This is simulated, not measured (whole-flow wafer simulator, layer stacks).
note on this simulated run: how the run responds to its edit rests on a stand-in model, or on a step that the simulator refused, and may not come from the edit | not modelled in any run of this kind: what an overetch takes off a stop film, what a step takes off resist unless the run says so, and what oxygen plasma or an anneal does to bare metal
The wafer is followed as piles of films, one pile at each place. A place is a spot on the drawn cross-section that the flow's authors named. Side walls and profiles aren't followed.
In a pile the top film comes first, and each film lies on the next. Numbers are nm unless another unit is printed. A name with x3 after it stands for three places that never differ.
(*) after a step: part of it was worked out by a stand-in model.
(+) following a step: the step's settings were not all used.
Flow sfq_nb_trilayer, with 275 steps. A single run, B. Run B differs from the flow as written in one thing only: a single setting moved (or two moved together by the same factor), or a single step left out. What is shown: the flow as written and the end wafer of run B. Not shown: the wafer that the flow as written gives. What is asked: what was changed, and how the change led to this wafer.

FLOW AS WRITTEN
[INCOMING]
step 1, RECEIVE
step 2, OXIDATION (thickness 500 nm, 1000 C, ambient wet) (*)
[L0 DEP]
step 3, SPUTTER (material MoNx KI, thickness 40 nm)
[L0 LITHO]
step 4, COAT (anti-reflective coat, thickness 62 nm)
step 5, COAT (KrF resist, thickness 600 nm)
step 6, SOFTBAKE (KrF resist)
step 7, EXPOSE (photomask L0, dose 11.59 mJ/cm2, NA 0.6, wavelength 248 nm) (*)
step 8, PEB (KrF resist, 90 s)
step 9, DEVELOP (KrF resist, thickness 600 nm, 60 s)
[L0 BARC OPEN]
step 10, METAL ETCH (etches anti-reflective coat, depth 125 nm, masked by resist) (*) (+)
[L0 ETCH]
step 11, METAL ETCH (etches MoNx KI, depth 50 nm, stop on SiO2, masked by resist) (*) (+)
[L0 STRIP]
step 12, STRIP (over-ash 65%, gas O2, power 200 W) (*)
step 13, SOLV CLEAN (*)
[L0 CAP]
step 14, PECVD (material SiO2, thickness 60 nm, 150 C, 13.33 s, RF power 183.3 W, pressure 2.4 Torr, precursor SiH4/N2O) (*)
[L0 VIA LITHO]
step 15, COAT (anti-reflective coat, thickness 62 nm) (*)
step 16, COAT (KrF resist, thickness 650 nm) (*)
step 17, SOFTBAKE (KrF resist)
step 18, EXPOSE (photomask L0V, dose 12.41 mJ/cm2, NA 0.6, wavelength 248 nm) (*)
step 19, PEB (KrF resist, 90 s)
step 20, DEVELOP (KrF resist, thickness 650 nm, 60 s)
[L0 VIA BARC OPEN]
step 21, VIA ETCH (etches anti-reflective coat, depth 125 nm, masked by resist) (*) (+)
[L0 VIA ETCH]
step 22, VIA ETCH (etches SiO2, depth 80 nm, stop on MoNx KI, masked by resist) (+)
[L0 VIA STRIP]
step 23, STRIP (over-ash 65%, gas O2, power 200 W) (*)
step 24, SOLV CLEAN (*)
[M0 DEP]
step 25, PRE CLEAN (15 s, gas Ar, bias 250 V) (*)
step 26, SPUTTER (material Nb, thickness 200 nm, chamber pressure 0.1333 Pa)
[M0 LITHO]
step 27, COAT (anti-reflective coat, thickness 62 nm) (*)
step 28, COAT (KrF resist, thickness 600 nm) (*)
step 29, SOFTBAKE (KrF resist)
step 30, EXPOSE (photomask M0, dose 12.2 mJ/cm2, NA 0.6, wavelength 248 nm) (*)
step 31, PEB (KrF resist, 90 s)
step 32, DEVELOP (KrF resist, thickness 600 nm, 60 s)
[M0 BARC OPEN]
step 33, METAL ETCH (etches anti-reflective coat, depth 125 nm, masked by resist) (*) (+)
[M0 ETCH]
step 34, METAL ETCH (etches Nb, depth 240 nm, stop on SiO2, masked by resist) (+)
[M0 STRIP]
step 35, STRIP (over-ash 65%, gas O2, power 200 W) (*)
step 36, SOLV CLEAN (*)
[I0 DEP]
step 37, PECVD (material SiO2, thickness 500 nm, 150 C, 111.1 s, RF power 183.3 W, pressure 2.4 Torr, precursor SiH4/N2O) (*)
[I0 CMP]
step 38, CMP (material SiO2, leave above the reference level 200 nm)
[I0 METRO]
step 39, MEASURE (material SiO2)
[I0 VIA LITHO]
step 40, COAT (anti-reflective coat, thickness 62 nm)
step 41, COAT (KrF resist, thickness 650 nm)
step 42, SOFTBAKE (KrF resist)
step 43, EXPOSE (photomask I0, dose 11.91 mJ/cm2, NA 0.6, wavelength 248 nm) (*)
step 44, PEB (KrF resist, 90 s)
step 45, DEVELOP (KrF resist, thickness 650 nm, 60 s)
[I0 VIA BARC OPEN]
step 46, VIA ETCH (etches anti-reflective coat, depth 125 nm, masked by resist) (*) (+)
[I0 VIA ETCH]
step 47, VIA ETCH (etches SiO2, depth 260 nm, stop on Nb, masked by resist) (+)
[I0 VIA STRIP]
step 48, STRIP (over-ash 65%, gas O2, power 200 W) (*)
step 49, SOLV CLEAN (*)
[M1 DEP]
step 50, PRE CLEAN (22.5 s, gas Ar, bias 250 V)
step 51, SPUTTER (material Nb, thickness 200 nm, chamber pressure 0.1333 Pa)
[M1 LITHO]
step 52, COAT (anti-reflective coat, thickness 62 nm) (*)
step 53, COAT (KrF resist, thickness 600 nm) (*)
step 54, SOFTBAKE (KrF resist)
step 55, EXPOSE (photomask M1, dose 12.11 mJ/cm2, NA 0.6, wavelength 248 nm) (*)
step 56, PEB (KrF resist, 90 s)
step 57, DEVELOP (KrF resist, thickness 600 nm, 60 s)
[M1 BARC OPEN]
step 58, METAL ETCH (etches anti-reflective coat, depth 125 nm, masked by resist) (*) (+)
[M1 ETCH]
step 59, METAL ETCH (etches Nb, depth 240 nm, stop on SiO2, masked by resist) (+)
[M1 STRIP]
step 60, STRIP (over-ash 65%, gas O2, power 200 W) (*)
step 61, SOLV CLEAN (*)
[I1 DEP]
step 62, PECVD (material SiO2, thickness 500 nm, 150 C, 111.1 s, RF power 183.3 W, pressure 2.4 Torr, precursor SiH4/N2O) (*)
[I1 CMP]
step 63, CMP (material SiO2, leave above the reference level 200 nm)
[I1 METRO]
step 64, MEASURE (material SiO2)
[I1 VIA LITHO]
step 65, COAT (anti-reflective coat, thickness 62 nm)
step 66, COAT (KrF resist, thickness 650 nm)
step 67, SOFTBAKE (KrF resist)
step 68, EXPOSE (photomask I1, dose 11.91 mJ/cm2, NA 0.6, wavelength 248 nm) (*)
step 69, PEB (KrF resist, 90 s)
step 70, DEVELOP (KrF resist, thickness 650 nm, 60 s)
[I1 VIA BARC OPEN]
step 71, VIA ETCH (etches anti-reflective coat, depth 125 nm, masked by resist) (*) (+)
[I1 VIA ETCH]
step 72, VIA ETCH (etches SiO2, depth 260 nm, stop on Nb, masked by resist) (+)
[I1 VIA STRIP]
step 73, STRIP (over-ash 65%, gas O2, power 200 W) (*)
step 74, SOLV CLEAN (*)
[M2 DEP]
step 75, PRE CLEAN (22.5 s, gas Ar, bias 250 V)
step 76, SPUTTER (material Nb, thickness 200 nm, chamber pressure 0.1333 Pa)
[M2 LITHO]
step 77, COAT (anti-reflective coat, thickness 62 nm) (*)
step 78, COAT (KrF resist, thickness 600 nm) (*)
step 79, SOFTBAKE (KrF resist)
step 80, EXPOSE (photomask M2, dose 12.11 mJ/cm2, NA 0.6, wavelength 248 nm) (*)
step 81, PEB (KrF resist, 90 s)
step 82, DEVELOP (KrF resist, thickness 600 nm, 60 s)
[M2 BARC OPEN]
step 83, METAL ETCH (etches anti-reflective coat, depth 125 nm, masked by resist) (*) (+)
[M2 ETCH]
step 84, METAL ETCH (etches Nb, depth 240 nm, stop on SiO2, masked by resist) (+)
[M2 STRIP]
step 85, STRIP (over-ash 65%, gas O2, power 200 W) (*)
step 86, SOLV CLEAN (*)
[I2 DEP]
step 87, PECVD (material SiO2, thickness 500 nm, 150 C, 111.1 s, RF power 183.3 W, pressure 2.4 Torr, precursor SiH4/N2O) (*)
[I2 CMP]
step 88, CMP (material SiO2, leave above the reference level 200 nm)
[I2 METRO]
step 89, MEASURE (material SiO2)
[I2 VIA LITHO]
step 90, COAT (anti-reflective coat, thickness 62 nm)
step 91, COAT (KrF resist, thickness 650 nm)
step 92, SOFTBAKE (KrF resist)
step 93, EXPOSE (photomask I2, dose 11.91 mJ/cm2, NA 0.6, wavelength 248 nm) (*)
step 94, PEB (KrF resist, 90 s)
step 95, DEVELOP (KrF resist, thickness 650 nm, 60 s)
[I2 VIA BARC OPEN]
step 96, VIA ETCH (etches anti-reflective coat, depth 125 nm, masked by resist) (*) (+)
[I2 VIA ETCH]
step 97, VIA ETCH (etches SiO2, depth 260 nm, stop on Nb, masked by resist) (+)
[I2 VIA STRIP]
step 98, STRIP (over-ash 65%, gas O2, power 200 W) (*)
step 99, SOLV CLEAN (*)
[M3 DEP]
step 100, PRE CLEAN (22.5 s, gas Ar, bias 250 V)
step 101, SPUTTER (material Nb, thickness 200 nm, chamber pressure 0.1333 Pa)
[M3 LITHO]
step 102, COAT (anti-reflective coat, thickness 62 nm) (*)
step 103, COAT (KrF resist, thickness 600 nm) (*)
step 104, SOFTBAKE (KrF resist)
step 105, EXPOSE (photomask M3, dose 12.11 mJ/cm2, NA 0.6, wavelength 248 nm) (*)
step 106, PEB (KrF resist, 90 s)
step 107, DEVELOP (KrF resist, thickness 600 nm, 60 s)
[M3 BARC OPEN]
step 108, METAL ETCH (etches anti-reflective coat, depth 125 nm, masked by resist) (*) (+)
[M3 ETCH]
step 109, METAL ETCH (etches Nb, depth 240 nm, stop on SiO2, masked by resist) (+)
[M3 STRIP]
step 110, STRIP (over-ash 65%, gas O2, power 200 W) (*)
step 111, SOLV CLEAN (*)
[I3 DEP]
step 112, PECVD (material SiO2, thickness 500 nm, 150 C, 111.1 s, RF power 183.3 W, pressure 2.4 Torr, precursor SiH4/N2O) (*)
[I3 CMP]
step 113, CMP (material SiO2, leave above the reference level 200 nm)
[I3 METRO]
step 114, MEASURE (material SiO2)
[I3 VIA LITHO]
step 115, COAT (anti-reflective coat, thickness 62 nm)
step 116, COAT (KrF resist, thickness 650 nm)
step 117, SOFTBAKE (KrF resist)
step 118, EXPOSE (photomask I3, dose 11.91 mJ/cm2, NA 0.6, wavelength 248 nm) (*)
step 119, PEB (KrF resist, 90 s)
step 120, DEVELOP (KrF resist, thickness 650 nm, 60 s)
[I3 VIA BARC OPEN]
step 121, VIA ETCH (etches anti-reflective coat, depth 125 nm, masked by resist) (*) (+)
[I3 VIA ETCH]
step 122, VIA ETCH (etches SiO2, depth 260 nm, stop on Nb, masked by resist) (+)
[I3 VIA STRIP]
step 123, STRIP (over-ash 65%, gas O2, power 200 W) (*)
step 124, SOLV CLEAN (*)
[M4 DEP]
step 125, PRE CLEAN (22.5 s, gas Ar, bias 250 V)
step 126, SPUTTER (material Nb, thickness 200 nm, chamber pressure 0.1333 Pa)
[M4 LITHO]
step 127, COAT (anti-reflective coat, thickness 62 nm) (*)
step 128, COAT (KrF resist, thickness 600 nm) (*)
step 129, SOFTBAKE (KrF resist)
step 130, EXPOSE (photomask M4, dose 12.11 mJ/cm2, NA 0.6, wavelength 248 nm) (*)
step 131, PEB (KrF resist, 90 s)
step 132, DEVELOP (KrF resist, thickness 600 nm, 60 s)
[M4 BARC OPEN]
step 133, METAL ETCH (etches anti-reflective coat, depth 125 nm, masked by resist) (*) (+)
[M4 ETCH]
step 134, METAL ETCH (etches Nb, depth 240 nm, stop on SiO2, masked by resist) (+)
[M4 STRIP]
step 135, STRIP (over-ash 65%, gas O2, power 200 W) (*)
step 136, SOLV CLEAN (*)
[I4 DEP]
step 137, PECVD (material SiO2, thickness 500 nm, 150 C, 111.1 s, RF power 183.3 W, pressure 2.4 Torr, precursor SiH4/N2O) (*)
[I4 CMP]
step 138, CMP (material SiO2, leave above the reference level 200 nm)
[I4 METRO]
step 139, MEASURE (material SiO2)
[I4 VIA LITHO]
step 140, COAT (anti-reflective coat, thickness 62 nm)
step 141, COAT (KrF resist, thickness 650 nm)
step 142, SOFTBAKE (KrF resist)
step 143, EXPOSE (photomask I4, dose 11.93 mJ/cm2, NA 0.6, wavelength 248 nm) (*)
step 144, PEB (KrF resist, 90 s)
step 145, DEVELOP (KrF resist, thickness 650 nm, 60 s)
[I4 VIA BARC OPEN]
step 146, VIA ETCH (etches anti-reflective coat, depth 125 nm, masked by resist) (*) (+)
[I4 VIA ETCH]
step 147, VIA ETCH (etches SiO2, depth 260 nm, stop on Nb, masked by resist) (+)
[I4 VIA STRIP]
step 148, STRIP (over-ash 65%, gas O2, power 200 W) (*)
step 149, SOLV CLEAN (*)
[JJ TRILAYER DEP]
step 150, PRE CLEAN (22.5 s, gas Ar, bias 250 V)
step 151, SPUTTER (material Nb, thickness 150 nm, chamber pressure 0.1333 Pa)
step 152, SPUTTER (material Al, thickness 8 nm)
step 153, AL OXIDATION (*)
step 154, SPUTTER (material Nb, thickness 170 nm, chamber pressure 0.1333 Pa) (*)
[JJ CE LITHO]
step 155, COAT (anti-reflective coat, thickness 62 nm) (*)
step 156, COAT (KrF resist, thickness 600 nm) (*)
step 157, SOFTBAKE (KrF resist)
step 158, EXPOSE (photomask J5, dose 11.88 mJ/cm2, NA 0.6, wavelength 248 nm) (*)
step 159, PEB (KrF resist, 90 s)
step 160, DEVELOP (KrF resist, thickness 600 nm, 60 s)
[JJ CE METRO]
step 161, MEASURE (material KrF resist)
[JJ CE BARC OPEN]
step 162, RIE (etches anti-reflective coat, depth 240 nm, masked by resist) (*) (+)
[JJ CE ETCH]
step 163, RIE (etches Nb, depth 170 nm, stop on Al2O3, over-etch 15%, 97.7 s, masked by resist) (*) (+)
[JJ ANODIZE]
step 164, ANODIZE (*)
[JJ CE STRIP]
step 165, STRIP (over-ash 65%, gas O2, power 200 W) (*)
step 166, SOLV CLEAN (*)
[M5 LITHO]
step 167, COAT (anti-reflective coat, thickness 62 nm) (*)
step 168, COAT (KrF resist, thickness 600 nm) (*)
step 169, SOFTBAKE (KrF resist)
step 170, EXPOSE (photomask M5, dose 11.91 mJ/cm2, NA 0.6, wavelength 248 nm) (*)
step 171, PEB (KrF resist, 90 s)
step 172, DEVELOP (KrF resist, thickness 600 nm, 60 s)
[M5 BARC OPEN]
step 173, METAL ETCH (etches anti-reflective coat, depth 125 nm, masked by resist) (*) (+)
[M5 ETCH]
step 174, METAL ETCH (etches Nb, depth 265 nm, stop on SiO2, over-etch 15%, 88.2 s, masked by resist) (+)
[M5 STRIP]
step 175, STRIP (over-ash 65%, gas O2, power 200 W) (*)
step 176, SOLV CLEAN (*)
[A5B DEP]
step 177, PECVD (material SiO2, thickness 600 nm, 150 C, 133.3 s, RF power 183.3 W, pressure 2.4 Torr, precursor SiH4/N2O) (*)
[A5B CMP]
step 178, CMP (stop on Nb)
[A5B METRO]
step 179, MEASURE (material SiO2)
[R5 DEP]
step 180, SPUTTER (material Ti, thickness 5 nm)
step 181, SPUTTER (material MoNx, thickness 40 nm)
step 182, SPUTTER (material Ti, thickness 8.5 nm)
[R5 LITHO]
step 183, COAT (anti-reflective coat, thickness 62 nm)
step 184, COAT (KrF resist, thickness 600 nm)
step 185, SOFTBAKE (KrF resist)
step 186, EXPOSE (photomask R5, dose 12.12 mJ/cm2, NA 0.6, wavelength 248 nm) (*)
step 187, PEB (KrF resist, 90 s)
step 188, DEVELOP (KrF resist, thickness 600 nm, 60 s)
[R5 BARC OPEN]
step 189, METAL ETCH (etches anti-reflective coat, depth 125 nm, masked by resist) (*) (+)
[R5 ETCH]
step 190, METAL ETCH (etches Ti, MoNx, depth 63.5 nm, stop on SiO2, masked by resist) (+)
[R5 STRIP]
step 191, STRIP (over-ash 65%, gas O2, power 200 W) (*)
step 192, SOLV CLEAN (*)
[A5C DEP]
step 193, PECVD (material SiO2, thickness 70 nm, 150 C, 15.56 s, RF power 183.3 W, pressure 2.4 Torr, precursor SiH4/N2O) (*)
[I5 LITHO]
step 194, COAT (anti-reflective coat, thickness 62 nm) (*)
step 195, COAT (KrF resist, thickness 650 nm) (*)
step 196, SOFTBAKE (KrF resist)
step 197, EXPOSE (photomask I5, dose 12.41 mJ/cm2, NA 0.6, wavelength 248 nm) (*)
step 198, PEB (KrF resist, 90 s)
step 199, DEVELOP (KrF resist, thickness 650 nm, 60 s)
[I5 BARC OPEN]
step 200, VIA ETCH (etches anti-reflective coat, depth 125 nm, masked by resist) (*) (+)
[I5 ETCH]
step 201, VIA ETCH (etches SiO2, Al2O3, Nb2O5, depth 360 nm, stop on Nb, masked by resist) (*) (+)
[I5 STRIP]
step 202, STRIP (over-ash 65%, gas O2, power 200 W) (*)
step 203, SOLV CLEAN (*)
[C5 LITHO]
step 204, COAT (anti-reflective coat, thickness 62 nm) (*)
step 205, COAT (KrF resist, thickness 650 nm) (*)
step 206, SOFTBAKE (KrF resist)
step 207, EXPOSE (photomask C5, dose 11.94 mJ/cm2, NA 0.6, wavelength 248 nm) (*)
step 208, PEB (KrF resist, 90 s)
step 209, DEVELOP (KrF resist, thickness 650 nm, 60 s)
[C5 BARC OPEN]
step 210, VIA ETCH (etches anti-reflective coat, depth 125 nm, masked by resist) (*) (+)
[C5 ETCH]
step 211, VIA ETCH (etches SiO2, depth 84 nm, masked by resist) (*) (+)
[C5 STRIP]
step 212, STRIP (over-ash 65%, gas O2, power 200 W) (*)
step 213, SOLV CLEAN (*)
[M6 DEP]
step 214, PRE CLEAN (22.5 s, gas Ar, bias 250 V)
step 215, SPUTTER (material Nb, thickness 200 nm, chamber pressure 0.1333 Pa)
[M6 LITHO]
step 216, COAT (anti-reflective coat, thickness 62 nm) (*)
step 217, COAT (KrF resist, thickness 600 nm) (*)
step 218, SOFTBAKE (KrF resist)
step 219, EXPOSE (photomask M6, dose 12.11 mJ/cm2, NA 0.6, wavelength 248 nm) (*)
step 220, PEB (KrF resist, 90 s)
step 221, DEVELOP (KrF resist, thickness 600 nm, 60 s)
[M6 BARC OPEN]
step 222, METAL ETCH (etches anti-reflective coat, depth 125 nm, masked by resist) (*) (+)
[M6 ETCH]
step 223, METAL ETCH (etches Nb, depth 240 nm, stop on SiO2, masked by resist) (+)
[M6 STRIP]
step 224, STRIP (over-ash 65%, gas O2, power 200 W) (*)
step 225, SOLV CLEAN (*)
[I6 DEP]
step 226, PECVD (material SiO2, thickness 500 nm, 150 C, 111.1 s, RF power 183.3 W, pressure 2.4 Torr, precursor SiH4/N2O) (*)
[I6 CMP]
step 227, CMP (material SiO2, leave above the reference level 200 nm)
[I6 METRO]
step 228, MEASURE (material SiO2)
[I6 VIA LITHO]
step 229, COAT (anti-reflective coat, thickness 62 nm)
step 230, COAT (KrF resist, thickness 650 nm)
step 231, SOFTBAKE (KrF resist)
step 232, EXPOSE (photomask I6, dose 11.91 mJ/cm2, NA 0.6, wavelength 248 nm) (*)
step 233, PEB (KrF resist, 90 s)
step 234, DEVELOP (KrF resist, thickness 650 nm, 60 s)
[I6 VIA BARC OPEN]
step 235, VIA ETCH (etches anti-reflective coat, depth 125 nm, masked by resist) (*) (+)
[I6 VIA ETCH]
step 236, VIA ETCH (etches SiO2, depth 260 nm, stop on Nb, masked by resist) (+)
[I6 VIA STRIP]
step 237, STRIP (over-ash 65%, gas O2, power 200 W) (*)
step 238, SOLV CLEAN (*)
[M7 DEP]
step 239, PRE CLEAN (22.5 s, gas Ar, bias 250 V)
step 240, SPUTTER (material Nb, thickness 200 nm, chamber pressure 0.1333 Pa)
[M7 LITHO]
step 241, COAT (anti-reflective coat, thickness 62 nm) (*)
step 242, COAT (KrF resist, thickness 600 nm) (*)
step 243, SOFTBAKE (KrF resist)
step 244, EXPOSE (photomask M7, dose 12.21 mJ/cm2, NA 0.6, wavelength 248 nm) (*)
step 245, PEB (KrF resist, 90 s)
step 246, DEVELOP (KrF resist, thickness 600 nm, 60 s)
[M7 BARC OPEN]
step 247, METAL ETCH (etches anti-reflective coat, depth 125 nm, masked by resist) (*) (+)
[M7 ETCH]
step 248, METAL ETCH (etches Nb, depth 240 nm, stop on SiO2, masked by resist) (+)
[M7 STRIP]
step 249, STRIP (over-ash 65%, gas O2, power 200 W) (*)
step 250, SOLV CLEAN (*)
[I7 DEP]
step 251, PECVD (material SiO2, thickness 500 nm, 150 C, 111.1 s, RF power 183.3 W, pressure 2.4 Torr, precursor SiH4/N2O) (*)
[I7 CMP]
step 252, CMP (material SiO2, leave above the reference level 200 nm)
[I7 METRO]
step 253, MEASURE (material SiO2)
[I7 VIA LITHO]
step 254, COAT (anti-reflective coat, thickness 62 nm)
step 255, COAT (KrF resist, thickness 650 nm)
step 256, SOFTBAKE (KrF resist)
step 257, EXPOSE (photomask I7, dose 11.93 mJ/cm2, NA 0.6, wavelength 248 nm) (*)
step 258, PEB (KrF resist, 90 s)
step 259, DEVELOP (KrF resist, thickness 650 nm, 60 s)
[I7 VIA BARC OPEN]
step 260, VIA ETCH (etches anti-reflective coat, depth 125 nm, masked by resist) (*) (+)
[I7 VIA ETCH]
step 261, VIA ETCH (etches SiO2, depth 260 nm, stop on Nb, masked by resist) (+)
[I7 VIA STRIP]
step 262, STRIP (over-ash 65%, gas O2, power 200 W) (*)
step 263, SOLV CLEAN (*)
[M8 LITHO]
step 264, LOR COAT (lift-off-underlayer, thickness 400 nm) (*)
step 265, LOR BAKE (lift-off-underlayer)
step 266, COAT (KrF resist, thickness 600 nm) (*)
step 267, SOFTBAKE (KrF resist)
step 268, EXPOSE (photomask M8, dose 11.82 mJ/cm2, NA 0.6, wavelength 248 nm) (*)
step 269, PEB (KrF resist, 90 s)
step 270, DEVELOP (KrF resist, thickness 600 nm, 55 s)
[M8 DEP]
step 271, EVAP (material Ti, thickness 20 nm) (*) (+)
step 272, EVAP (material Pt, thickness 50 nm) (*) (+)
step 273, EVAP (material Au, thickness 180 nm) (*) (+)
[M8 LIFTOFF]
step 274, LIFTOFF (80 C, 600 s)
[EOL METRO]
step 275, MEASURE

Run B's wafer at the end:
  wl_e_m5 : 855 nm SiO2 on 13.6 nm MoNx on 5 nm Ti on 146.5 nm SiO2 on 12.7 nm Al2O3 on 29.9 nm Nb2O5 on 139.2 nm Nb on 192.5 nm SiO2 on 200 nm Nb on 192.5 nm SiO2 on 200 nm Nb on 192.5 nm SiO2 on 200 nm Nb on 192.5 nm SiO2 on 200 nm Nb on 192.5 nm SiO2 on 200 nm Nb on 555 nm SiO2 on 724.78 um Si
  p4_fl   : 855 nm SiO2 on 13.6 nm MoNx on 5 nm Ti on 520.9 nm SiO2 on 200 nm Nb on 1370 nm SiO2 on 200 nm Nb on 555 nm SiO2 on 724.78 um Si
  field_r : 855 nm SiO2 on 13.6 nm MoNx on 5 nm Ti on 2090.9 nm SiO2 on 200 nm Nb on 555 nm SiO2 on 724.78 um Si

What caused this: step 190, METAL ETCH: depth 34.9 nm was run, whereas the flow has depth 63.5 nm.

The path from the change to this, step by step:
  step 190, METAL ETCH (etches Ti, MoNx, depth 63.5 nm, stop on SiO2, masked by resist) (+)
      field_l, v_sur, via_wl and 92 more: -8.5 Ti (all of it), -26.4 MoNx (in the flow as written it would be: -8.5 Ti (all of it), -40 MoNx (all of it), -5 Ti (all of it))
      ce_l, c5j, ce_r, wl_jj: -8.5 Ti (all of it), -26.4 MoNx (in the flow as written it would be: -8.5 Ti (all of it), -40 MoNx (all of it), -5 Ti (all of it), -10 Nb)
      (and at 7 other places as well)
  step 191, STRIP (over-ash 65%, gas O2, power 200 W) (*)
      be_r, r_sur, res, r_end, r5r_line_l, r5r_line_c, r5r_line_r: -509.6 KrF resist (all of it), -62 anti-reflective coat (all of it) (in the flow as written it would be: -498.2 KrF resist (all of it), -62 anti-reflective coat (all of it))
  step 193, PECVD (material SiO2, thickness 70 nm, 150 C, 15.56 s, RF power 183.3 W, pressure 2.4 Torr, precursor SiH4/N2O) (*)
      field_l, v_sur, via_wl and 92 more: +70 SiO2 (new film) (in the flow as written it would be: +70 SiO2)
  step 194, COAT (anti-reflective coat, thickness 62 nm) (*)
      wl_j_sl, wl_j_sr: +62 anti-reflective coat (new film) (in the flow as written it would be: +60.2 anti-reflective coat (new film))
      r5r_spacepad_l, r5r_spacepad_r: +76.4 anti-reflective coat (new film) (in the flow as written it would be: +84.4 anti-reflective coat (new film))
      (and at 14 other places as well)
  step 201, VIA ETCH (etches SiO2, Al2O3, Nb2O5, depth 360 nm, stop on Nb, masked by resist) (*) (+)
      be: -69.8 SiO2 (all of it), -13.6 MoNx (all of it), -5 Ti (all of it), -146.5 SiO2 (all of it), -12.7 Al2O3 (all of it), -29.9 Nb2O5 (all of it) (in the flow as written it would be: -216.4 SiO2 (all of it), -12.7 Al2O3 (all of it), -29.9 Nb2O5 (all of it))
  step 202, STRIP (over-ash 65%, gas O2, power 200 W) (*)
      wl_j_sl, wl_j_sr: -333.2 KrF resist (all of it), -62 anti-reflective coat (all of it) (in the flow as written it would be: -333.3 KrF resist (all of it), -60.2 anti-reflective coat (all of it))
      r5r_spacepad_l, r5r_spacepad_r: -334.8 KrF resist (all of it), -76.4 anti-reflective coat (all of it) (in the flow as written it would be: -335.6 KrF resist (all of it), -84.4 anti-reflective coat (all of it))
      (and at 14 other places as well)
  step 204, COAT (anti-reflective coat, thickness 62 nm) (*)
      wl_j_sl, wl_j_sr: +62 anti-reflective coat (new film) (in the flow as written it would be: +60.2 anti-reflective coat (new film))
      r5r_spacepad_l, r5r_spacepad_r: +76.4 anti-reflective coat (new film) (in the flow as written it would be: +84.4 anti-reflective coat (new film))
      (and at 17 other places as well)
  step 210, VIA ETCH (etches anti-reflective coat, depth 125 nm, masked by resist) (*) (+)
      field_l, v_sur, via_wl and 101 more: -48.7 KrF resist (in the flow as written it would be: -47.4 KrF resist)
      c5j: -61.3 anti-reflective coat (all of it), -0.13 SiO2 (in the flow as written it would be: -63.9 anti-reflective coat (all of it), -0.11 SiO2)
      (and at 1 other place as well)
  step 211, VIA ETCH (etches SiO2, depth 84 nm, masked by resist) (*) (+)
      c5j: -69.9 SiO2 (all of it) (in the flow as written it would be: -69.9 SiO2 (all of it), -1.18 Nb)
  step 212, STRIP (over-ash 65%, gas O2, power 200 W) (*)
      wl_j_sl, wl_j_sr: -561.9 KrF resist (all of it), -62 anti-reflective coat (all of it) (in the flow as written it would be: -563.4 KrF resist (all of it), -60.2 anti-reflective coat (all of it))
      r5r_spacepad_l, r5r_spacepad_r: -563.5 KrF resist (all of it), -76.4 anti-reflective coat (all of it) (in the flow as written it would be: -565.8 KrF resist (all of it), -84.4 anti-reflective coat (all of it))
      (and at 15 other places as well)
  step 214, PRE CLEAN (22.5 s, gas Ar, bias 250 V)
      c5j: -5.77 MoNx (in the flow as written it would be: -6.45 Nb)
  step 215, SPUTTER (material Nb, thickness 200 nm, chamber pressure 0.1333 Pa)
      c5j: +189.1 Nb (new film) (in the flow as written it would be: +188.4 Nb)
      be: +143.2 Nb (in the flow as written it would be: +147.3 Nb)
  step 216, COAT (anti-reflective coat, thickness 62 nm) (*)
      wl_j_sl, wl_j_sr: +62 anti-reflective coat (new film) (in the flow as written it would be: +60.2 anti-reflective coat (new film))
      r5r_line_l, r5r_line_c: +53.2 anti-reflective coat (new film) (in the flow as written it would be: +50 anti-reflective coat (new film))
      (and at 15 other places as well)
  step 222, METAL ETCH (etches anti-reflective coat, depth 125 nm, masked by resist) (*) (+)
      r5r_line_l, r5r_line_c: -53.2 anti-reflective coat (all of it) (in the flow as written it would be: -50 anti-reflective coat (all of it))
      r5r_spacepad_l, r5r_spacepad_r: -76.9 anti-reflective coat (all of it) (in the flow as written it would be: -85.7 anti-reflective coat (all of it))
      (and at 3 other places as well)
  step 224, STRIP (over-ash 65%, gas O2, power 200 W) (*)
      wl_j_sl, wl_j_sr: -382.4 KrF resist (all of it), -62 anti-reflective coat (all of it) (in the flow as written it would be: -382.5 KrF resist (all of it), -60.2 anti-reflective coat (all of it))
      be: -591.6 KrF resist (all of it), -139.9 anti-reflective coat (all of it) (in the flow as written it would be: -575.8 KrF resist (all of it), -136.7 anti-reflective coat (all of it))
      (and at 10 other places as well)
  step 226, PECVD (material SiO2, thickness 500 nm, 150 C, 111.1 s, RF power 183.3 W, pressure 2.4 Torr, precursor SiH4/N2O) (*)
      r5r_spacepad_l, r5r_spacepad_r: +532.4 SiO2 (in the flow as written it would be: +553.5 SiO2)
      be: +716.2 SiO2 (new film) (in the flow as written it would be: +693.5 SiO2 (new film))
  step 227, CMP (material SiO2, leave above the reference level 200 nm)
      ce_l, ce_r, wl_jj: -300 SiO2 (in the flow as written it would be: -290 SiO2)
      be_r, r_sur, r_end: -334.9 SiO2 (in the flow as written it would be: -353.5 SiO2)
      (and at 7 other places as well)
If metal films that touch count as one body, wl_e_m5 has 7 bodies (between them, from the top down: SiO2 146.5 / Al2O3 12.7 / Nb2O5 29.9; SiO2 192.5; SiO2 192.5; SiO2 192.5; SiO2 192.5; SiO2 192.5); the flow as written gives 6 bodies (between them, from the top down: SiO2 192.5; SiO2 192.5; SiO2 192.5; SiO2 192.5; SiO2 192.5).
If metal films that touch count as one body, p4_fl has 3 bodies (between them, from the top down: SiO2 520.9; SiO2 1370); the flow as written gives 2 bodies (between them, from the top down: SiO2 1370).
If metal films that touch count as one body, field_r has 2 bodies (between them, from the top down: SiO2 2090.9); the flow as written gives 1 body.
